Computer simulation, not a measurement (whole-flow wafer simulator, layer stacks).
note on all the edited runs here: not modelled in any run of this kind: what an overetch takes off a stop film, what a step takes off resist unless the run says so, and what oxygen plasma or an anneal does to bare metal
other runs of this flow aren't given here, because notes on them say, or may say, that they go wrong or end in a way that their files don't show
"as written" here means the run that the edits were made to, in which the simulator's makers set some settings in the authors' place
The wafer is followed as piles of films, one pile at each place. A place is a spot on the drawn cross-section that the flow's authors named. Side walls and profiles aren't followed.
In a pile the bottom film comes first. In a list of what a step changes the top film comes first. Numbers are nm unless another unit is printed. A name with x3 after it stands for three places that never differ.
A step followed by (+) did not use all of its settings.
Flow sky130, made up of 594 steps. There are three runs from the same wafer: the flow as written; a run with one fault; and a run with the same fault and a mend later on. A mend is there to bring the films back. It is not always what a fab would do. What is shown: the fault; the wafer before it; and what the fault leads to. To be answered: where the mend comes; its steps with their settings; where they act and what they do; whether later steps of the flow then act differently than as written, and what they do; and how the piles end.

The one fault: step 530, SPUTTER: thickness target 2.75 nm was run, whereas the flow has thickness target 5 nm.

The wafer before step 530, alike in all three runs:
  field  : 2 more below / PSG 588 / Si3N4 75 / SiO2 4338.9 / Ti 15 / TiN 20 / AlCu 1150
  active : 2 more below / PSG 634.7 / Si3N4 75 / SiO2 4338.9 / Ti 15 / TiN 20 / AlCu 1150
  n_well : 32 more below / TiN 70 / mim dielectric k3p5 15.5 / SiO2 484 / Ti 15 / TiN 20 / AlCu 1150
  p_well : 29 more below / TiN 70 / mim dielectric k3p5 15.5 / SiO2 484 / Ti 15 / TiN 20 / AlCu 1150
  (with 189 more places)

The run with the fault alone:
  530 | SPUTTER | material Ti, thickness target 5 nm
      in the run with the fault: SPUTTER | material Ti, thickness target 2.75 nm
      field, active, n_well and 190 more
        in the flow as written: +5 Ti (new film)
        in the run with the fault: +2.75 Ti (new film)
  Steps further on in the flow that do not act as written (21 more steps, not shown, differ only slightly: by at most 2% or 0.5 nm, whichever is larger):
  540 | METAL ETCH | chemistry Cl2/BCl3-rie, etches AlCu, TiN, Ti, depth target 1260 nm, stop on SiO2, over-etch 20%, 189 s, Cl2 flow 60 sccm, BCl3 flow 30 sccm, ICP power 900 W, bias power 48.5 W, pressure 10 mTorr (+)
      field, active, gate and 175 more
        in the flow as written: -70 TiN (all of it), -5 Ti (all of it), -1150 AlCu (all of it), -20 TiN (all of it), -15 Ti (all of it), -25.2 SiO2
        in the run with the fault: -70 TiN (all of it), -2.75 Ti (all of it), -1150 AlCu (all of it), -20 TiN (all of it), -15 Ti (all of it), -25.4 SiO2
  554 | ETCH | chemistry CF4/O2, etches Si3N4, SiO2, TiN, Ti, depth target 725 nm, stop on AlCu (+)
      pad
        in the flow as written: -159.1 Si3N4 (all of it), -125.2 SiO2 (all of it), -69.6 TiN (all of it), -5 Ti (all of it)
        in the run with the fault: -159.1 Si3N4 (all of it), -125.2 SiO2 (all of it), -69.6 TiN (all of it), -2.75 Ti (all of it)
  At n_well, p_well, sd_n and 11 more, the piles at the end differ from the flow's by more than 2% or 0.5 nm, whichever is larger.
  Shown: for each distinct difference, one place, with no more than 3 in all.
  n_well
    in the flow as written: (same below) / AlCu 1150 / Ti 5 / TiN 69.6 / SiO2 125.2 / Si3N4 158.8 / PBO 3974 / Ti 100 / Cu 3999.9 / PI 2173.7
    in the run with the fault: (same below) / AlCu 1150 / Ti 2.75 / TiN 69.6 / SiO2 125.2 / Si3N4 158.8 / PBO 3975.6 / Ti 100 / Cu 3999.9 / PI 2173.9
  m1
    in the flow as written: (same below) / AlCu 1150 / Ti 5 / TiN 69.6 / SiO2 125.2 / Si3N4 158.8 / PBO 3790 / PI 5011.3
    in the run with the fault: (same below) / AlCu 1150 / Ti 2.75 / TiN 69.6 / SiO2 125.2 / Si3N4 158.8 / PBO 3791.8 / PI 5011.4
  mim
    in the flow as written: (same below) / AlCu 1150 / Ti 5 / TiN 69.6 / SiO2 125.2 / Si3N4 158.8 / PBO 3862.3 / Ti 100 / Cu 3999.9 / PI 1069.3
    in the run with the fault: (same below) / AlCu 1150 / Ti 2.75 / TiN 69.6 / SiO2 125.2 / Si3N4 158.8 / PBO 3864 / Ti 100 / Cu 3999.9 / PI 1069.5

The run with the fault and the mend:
  After step 530 comes the mend.
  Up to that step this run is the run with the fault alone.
  530a | SPUTTER | material Ti, thickness target 2.25 nm (the flow's step 530, run once more with other settings)
      field, active, n_well and 190 more
        +2.25 Ti
  Later steps of the flow that are run all act as written at every place that is followed.
  At every place that both follow, the piles at the end match the flow's.
